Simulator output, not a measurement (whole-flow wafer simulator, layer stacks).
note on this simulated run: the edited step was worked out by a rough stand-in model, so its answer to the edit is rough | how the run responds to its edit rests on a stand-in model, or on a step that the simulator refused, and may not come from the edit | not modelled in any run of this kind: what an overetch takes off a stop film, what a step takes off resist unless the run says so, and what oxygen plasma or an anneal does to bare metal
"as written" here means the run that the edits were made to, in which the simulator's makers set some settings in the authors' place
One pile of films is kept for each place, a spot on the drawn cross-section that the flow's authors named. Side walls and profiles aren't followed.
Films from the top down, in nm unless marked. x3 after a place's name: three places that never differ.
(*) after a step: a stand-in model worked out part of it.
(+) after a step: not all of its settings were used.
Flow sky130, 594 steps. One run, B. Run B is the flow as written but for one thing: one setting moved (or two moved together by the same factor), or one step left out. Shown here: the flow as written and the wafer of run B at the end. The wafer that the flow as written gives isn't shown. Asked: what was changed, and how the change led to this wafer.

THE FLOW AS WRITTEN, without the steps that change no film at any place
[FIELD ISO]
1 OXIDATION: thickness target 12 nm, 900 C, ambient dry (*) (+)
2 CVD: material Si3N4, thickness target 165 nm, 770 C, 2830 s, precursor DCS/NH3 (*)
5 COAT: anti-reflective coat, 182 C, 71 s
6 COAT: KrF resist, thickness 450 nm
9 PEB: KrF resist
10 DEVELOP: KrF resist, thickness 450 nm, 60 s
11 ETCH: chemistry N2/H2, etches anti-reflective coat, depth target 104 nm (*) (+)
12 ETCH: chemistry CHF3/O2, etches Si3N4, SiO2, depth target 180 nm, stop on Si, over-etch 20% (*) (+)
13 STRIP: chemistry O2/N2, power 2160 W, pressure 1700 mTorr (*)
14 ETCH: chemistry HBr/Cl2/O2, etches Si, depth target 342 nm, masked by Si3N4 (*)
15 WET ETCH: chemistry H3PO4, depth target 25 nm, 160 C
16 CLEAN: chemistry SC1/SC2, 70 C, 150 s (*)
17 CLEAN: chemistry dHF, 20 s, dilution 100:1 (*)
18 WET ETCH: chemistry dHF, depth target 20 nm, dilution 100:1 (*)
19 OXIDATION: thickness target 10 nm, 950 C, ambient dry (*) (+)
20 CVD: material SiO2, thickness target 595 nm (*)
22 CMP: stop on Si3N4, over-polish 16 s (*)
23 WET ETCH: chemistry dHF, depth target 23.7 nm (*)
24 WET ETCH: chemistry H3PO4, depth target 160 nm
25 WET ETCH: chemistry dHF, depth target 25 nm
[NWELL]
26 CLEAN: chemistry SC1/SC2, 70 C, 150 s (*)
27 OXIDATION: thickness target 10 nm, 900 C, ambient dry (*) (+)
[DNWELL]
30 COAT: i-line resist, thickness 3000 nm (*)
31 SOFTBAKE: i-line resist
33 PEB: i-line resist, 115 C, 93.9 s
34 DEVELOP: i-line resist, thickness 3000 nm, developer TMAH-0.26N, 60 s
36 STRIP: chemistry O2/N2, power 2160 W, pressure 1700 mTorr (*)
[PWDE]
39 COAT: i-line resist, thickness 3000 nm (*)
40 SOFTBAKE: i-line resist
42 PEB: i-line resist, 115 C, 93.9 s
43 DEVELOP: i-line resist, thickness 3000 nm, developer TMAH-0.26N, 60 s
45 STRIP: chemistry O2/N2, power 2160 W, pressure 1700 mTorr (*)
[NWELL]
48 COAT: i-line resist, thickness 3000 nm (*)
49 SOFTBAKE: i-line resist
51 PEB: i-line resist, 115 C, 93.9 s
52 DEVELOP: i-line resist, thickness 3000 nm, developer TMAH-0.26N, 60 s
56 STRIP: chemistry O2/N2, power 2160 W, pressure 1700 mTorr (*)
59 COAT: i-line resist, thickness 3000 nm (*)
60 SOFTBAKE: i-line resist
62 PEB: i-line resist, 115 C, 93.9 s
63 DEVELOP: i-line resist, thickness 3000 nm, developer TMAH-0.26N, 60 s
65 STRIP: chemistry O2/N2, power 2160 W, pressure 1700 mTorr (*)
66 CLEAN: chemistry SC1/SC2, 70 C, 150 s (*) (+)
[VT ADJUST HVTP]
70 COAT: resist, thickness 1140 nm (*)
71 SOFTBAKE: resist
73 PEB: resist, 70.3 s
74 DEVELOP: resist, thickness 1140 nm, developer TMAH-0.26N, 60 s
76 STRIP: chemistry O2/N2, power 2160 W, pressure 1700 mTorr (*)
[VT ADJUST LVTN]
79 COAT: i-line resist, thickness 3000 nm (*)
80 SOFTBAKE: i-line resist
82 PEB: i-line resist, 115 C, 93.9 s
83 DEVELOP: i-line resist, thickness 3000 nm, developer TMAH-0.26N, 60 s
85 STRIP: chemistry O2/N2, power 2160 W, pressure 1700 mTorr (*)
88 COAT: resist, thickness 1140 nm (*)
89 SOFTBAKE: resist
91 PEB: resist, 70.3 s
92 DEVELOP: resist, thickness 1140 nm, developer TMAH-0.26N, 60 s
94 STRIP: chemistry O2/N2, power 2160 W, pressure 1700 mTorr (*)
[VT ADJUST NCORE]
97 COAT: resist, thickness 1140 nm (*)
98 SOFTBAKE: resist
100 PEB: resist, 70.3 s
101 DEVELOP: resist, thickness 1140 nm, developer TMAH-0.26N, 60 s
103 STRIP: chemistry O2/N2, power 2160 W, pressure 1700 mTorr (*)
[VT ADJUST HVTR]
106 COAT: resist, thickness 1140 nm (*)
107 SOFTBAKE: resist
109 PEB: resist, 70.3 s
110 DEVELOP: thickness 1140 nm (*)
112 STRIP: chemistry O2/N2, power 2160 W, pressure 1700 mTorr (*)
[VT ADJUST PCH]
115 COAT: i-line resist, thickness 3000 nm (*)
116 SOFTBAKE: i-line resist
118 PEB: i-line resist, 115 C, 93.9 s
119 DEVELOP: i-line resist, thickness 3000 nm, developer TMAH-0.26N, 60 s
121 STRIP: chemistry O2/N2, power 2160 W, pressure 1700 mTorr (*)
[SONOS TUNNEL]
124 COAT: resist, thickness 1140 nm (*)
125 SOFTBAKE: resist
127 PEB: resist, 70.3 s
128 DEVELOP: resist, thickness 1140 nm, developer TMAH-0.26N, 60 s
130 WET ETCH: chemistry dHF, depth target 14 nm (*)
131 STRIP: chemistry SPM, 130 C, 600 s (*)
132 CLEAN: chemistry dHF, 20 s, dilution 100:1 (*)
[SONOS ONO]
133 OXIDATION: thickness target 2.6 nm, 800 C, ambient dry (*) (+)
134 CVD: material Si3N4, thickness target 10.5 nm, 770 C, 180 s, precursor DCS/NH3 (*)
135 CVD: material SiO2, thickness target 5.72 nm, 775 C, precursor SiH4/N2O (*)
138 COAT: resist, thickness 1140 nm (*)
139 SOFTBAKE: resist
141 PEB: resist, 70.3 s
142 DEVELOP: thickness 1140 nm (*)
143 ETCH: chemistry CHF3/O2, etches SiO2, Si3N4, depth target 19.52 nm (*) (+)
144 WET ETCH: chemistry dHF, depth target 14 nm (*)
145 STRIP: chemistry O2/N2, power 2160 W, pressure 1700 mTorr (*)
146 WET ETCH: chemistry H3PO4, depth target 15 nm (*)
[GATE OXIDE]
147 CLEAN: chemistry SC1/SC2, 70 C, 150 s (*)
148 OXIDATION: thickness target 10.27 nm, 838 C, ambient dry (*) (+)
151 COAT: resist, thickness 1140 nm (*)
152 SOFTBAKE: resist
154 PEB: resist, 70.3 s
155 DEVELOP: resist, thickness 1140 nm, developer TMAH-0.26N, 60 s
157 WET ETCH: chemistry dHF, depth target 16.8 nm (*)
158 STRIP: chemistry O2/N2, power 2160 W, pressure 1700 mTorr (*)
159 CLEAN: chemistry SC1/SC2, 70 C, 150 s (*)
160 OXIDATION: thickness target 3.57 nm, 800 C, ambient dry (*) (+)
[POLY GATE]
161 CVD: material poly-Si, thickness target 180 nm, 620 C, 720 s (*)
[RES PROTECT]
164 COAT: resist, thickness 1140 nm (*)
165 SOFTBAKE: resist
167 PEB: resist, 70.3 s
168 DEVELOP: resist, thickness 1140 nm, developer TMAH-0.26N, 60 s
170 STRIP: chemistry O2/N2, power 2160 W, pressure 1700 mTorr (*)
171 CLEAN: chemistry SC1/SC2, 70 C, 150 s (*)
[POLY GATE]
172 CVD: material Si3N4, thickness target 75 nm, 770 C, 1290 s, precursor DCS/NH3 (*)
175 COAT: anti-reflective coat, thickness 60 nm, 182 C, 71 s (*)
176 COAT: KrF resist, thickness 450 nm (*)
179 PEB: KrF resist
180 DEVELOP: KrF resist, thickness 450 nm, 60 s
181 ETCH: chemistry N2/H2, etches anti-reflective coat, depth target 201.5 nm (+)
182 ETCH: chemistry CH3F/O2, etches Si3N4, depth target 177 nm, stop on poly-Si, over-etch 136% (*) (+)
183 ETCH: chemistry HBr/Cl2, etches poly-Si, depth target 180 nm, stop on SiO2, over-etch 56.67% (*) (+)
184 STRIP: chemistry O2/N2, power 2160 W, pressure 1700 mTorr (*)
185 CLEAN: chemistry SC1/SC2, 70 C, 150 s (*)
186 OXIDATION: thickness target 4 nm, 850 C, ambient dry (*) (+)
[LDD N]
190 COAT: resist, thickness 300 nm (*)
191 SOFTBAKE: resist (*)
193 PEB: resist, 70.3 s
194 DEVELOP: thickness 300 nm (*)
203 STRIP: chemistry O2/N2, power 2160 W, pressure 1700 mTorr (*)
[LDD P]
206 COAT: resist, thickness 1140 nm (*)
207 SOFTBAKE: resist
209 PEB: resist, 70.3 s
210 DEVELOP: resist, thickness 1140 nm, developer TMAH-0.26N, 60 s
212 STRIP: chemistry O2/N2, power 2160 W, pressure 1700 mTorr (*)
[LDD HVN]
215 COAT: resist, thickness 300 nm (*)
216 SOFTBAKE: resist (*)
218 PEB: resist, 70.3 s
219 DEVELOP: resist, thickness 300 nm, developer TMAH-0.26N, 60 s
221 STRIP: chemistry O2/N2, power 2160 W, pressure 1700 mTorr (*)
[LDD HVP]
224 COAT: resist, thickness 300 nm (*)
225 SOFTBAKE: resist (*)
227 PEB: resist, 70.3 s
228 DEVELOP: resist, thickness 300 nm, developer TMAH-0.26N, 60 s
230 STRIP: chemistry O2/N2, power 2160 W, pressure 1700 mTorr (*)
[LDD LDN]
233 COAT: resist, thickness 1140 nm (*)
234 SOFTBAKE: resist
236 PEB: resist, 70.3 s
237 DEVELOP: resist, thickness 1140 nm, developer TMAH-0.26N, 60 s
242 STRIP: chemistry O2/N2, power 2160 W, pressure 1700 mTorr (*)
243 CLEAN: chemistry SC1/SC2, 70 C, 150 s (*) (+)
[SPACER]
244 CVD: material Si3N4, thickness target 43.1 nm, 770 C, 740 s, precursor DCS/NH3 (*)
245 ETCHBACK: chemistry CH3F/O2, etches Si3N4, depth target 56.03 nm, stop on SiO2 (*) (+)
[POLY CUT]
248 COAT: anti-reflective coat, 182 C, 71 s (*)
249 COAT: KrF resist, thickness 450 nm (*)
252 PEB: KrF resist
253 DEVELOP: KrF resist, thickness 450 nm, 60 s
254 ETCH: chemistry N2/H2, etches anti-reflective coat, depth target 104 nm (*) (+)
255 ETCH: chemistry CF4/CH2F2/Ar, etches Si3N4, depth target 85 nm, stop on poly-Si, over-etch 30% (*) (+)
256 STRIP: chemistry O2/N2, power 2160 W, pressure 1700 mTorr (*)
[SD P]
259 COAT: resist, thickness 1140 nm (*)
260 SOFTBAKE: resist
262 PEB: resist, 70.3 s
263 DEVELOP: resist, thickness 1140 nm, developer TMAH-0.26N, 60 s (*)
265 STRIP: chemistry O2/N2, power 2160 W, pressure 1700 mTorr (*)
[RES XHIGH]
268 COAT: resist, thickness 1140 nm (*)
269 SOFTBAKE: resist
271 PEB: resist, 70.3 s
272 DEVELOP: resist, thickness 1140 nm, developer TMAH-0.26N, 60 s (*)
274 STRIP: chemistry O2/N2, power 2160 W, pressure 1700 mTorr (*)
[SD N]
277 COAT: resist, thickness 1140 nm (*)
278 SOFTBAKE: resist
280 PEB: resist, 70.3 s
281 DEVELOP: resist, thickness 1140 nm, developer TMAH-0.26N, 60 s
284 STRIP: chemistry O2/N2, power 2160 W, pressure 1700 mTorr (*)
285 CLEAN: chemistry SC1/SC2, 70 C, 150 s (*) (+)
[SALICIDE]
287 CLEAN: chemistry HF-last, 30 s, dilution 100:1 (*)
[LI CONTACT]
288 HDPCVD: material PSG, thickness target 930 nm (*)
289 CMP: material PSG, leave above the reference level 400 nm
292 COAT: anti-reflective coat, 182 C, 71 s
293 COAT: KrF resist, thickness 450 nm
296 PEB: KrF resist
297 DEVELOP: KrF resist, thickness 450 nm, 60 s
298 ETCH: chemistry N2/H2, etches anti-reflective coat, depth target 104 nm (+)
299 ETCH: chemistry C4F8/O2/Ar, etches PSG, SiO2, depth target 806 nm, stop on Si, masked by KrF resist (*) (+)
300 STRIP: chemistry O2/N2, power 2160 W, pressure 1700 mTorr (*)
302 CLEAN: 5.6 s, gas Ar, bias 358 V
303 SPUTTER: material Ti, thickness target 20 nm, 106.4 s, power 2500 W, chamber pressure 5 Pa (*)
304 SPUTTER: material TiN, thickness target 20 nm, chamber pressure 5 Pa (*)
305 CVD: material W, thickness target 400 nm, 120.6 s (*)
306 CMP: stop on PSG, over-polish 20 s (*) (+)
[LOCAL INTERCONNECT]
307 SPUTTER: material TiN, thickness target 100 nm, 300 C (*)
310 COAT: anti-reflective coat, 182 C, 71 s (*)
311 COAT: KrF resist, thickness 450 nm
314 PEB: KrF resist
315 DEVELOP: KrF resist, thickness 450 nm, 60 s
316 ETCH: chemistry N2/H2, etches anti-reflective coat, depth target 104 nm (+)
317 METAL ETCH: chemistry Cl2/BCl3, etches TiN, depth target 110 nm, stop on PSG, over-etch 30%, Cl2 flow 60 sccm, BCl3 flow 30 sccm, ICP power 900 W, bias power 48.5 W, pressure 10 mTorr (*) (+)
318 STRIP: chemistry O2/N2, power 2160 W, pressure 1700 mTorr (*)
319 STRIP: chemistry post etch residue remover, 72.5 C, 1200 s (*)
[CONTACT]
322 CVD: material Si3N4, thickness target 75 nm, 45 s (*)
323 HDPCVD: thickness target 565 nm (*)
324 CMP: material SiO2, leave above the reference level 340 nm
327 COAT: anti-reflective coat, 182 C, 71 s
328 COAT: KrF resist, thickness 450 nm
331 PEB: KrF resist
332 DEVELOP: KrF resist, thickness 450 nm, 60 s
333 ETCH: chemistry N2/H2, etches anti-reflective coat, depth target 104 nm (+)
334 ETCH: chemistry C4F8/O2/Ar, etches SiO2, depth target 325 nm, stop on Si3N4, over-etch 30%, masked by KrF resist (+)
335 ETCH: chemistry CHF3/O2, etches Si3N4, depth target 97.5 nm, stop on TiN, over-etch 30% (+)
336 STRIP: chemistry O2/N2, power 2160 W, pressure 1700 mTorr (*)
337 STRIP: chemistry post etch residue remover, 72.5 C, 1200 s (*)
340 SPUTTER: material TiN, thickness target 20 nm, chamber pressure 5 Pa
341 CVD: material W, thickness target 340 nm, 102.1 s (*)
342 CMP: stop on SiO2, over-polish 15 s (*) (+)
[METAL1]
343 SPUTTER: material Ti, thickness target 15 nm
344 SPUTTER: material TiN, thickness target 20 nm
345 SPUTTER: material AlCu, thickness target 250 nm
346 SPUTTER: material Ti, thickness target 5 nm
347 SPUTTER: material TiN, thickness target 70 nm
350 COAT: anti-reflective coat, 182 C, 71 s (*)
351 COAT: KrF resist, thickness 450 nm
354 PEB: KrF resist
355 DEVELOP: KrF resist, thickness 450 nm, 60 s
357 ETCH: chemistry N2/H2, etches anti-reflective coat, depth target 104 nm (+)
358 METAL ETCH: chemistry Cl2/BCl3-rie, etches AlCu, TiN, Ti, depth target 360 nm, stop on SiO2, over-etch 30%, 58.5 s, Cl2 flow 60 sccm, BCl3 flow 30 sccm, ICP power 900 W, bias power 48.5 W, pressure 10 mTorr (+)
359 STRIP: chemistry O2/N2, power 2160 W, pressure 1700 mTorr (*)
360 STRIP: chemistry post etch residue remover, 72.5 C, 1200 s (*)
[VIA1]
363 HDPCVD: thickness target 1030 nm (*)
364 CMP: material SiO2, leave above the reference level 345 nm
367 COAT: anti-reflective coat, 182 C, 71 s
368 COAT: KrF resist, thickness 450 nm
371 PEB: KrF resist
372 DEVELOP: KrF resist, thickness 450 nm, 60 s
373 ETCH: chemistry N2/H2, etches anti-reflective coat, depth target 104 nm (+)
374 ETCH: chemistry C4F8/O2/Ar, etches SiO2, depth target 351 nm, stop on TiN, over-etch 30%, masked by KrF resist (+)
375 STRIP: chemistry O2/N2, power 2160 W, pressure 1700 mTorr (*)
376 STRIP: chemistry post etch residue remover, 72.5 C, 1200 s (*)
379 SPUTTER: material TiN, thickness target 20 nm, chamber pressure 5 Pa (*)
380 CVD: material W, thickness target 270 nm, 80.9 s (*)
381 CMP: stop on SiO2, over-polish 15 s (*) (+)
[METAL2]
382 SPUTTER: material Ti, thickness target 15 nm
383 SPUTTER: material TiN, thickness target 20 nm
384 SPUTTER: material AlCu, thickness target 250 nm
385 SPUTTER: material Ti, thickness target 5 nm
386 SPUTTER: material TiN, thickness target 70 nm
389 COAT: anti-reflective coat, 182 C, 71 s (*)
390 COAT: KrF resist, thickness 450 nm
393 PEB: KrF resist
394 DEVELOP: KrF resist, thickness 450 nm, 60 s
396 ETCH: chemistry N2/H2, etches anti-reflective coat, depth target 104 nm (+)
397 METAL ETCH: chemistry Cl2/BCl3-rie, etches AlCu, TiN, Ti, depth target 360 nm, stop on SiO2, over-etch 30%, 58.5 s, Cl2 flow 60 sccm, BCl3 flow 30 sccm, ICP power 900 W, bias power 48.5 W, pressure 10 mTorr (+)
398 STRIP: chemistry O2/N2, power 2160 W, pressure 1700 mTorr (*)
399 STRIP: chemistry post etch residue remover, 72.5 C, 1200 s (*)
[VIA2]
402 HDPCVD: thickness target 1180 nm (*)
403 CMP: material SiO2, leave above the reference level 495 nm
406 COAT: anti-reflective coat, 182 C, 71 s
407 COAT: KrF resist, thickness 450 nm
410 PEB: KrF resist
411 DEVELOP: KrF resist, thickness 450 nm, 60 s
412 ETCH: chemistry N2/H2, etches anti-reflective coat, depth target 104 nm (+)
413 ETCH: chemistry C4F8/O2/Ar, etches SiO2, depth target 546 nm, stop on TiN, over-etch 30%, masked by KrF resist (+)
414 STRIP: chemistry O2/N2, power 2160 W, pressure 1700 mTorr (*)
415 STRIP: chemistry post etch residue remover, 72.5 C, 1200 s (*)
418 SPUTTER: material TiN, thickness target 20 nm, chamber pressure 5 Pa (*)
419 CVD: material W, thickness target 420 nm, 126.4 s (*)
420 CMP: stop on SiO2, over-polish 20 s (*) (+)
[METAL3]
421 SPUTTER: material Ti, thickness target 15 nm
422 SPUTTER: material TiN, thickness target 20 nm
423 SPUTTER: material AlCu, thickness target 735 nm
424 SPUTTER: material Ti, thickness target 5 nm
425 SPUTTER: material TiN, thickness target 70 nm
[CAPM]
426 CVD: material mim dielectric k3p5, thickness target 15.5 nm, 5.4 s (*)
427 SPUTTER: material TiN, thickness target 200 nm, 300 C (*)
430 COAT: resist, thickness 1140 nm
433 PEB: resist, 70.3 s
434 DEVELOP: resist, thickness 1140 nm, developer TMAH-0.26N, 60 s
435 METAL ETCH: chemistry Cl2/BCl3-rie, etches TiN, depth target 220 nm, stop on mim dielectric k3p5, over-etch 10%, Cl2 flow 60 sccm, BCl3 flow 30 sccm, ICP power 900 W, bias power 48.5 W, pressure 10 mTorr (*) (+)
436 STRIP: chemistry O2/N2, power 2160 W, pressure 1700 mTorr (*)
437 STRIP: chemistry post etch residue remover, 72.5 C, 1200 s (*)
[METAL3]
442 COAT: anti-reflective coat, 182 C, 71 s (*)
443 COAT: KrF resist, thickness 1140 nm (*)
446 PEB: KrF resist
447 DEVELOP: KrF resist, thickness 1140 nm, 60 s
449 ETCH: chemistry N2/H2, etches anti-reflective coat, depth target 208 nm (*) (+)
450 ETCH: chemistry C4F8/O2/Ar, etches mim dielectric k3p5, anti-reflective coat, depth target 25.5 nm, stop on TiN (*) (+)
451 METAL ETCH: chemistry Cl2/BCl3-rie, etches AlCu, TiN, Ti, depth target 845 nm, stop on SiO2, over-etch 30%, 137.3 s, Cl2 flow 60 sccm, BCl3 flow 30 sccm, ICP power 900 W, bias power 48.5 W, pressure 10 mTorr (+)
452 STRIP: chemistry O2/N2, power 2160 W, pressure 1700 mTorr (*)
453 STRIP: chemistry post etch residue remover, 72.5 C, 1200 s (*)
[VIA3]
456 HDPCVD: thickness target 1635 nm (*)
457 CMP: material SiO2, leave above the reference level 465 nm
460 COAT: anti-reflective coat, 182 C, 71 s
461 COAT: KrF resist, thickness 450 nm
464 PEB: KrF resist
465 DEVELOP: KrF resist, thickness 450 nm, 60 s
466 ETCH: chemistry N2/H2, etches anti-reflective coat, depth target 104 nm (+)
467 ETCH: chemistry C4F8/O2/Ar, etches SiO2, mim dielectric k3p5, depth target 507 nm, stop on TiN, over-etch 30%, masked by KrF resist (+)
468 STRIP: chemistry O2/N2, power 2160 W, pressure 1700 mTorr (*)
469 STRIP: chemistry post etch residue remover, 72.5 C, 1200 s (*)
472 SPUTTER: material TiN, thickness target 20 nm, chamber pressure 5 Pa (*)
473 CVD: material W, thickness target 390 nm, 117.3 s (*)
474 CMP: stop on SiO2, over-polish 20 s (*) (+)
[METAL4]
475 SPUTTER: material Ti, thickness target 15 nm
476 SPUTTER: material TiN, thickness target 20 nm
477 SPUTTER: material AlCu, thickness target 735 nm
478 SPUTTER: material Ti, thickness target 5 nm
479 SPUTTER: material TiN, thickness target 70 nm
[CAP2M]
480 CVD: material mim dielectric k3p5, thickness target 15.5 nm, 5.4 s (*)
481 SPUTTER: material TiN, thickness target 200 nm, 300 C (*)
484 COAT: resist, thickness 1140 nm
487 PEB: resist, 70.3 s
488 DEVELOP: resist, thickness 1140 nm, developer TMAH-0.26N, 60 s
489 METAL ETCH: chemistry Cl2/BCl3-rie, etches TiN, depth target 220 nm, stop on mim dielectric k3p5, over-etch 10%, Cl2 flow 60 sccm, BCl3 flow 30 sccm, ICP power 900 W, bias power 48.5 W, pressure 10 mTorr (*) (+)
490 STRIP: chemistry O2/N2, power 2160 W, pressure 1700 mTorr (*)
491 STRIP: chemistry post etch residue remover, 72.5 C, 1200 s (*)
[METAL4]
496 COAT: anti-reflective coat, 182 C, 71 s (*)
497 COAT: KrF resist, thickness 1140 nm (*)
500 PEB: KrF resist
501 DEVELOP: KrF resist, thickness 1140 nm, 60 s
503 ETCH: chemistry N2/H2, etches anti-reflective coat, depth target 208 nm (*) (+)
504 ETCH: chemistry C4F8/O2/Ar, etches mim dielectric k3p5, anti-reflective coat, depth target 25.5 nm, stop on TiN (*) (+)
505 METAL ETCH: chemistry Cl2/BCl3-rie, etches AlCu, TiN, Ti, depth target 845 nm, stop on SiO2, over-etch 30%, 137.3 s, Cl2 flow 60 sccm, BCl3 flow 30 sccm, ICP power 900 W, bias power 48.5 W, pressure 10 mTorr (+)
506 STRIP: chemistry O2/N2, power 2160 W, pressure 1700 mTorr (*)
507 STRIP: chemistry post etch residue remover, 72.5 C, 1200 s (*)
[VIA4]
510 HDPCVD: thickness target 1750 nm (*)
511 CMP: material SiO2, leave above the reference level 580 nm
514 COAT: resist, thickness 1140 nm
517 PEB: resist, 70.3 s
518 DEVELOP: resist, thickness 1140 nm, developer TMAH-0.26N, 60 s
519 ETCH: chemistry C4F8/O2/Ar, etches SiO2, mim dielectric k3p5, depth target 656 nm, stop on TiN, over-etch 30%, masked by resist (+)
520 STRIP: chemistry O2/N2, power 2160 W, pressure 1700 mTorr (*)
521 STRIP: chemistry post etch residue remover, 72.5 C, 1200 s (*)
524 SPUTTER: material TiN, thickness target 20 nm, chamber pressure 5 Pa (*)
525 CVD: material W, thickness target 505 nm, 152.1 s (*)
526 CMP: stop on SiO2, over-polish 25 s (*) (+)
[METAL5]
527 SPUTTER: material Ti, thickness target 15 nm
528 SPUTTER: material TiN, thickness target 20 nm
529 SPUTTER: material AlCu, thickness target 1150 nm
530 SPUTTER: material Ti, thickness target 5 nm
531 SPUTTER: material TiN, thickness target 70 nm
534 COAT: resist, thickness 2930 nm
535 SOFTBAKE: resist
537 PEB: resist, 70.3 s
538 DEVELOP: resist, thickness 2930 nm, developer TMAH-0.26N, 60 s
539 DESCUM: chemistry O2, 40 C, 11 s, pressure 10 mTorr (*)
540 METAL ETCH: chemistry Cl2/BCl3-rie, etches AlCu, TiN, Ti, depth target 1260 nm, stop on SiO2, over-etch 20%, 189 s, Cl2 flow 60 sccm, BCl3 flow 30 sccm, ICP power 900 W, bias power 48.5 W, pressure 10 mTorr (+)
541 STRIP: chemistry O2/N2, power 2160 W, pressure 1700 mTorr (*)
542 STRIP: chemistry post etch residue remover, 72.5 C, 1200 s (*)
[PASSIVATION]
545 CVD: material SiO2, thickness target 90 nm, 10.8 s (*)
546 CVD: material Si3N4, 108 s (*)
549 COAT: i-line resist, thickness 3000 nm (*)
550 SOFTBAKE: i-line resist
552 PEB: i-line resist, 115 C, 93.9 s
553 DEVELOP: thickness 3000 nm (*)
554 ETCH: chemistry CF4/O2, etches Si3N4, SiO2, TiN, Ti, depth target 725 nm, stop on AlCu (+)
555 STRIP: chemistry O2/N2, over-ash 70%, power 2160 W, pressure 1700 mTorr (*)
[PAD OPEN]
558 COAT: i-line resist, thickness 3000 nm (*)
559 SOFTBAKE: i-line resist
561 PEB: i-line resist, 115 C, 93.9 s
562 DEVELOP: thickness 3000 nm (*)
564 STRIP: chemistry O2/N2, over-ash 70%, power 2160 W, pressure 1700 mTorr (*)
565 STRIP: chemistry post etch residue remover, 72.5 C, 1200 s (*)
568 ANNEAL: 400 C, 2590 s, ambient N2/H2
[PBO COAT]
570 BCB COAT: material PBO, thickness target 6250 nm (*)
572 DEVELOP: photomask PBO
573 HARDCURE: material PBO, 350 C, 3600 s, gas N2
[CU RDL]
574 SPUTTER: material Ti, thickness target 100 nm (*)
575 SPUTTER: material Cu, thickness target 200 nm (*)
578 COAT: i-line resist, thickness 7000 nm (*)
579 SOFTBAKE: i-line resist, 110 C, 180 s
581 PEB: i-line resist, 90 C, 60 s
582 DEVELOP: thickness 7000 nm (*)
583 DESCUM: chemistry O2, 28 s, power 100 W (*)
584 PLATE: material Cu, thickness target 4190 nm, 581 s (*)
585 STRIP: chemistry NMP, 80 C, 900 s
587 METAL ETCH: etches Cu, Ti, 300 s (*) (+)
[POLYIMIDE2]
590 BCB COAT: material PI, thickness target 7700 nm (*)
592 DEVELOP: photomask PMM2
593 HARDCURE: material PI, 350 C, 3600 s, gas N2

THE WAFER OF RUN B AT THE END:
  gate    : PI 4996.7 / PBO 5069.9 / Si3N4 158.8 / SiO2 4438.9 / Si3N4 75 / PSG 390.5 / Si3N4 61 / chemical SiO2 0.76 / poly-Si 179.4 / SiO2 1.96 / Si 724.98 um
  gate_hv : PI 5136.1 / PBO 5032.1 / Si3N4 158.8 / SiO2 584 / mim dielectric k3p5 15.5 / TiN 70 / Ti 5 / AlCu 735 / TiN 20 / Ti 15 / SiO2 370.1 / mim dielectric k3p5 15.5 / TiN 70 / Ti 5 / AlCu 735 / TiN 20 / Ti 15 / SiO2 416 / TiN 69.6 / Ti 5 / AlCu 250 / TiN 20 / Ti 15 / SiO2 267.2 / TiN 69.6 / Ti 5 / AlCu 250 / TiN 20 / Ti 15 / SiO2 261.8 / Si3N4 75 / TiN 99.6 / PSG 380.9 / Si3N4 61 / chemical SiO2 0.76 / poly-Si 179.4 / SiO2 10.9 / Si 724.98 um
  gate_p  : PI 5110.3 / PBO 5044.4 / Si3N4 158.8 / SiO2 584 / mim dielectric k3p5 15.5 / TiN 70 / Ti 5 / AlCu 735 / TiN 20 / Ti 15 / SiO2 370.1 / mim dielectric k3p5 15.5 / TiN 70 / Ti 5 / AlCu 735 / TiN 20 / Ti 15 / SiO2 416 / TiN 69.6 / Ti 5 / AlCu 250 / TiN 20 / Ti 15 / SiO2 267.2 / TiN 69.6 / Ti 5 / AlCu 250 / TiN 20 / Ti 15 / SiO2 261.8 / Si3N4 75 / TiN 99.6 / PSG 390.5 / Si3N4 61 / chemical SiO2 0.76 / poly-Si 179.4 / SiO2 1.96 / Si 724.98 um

The cause: step 160, OXIDATION: thickness target 1.96 nm was run, where the flow has thickness target 3.57 nm.
It can be read off the wafer: gate has SiO2 1.96, and step 160 as written asks for 3.57 nm.

How the change led to this, step by step:
  160 OXIDATION: thickness target 3.57 nm, 800 C, ambient dry (*) (+)
      active, n_well, p_well and 58 more: SiO2 +1.96 (new film), chemical SiO2 -0.76 (all of it), Si -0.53 (as written it would be: SiO2 +3.57 (new film), chemical SiO2 -0.76 (all of it), Si -1.24)
  186 OXIDATION: thickness target 4 nm, 850 C, ambient dry (*) (+)
      active, p_well, spacer and 26 more: SiO2 +2.94, Si -1.29 (as written it would be: SiO2 +1.55, Si -0.68)
      ndiff_dn: SiO2 +2.71, Si -1.19 (as written it would be: SiO2 +1.52, Si -0.67)
  248 COAT: anti-reflective coat, 182 C, 71 s (*)
      m1: anti-reflective coat +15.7 (new film) (as written it would be: anti-reflective coat +16.3 (new film))
  256 STRIP: chemistry O2/N2, power 2160 W, pressure 1700 mTorr (*)
      m1: KrF resist -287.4 (all of it), anti-reflective coat -15.7 (all of it) (as written it would be: KrF resist -287.2 (all of it), anti-reflective coat -16.3 (all of it))
  306 CMP: stop on PSG, over-polish 20 s (*) (+)
      poly_licon: W -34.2 (as written it would be: W -33.3)
